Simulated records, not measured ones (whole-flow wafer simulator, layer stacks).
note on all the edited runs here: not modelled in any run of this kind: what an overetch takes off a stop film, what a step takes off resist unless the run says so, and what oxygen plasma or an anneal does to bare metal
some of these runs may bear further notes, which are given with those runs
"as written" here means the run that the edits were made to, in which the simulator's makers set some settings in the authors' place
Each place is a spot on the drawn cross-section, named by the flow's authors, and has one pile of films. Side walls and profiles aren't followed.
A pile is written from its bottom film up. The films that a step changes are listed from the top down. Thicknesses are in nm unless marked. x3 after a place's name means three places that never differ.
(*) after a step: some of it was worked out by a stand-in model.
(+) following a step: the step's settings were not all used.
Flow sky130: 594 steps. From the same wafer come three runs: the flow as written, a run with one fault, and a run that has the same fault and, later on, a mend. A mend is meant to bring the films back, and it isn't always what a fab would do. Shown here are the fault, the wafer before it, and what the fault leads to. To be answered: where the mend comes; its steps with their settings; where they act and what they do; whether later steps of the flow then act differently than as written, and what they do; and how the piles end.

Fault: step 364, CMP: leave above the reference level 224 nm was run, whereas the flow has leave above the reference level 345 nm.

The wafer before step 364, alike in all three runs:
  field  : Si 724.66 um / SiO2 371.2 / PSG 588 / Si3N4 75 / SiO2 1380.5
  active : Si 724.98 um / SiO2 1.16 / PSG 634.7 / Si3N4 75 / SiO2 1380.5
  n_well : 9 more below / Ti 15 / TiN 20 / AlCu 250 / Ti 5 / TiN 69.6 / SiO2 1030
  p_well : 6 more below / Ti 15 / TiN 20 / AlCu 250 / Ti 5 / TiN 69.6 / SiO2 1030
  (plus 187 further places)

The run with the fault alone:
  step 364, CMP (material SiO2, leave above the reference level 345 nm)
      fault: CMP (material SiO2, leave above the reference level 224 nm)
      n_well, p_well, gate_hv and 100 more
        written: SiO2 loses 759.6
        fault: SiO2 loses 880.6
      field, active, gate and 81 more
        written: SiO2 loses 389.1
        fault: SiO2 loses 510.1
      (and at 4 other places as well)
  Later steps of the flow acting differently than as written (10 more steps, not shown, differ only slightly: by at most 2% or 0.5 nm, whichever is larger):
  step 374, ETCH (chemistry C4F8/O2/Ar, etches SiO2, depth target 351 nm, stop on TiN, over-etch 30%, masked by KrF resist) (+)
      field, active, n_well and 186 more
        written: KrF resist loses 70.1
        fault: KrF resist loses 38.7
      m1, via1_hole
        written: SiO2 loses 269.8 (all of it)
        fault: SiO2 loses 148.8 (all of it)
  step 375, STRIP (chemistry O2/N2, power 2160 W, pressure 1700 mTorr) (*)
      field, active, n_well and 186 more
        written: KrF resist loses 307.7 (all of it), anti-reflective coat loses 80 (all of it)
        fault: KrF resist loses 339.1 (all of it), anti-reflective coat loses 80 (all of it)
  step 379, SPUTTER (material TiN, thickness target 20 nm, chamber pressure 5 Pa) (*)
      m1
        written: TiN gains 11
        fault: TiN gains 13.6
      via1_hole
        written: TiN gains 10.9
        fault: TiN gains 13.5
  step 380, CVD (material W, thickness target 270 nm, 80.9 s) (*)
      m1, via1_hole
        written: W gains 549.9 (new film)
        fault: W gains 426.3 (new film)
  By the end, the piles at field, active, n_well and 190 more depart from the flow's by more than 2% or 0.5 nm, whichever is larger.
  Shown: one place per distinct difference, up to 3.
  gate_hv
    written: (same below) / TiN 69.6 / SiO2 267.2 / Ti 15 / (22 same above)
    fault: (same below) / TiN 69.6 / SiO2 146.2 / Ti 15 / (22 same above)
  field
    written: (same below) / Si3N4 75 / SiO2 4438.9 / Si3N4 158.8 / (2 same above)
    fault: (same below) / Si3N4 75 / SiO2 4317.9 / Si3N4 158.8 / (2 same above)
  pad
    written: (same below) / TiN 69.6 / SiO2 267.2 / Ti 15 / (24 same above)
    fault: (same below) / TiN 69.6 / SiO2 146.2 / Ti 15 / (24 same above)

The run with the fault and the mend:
  The mend follows step 364.
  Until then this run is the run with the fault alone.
  step 364a, HDPCVD (thickness target 121 nm) (*) (the flow's step 363 again, with other settings)
      field, active, n_well and 188 more
        SiO2 gains 121
  Later steps of the flow that are run all act as written at every place that is followed, up to a difference of at most 2% or 0.5 nm, whichever is larger.
  By the end, the piles equal the flow's at every place that both follow.
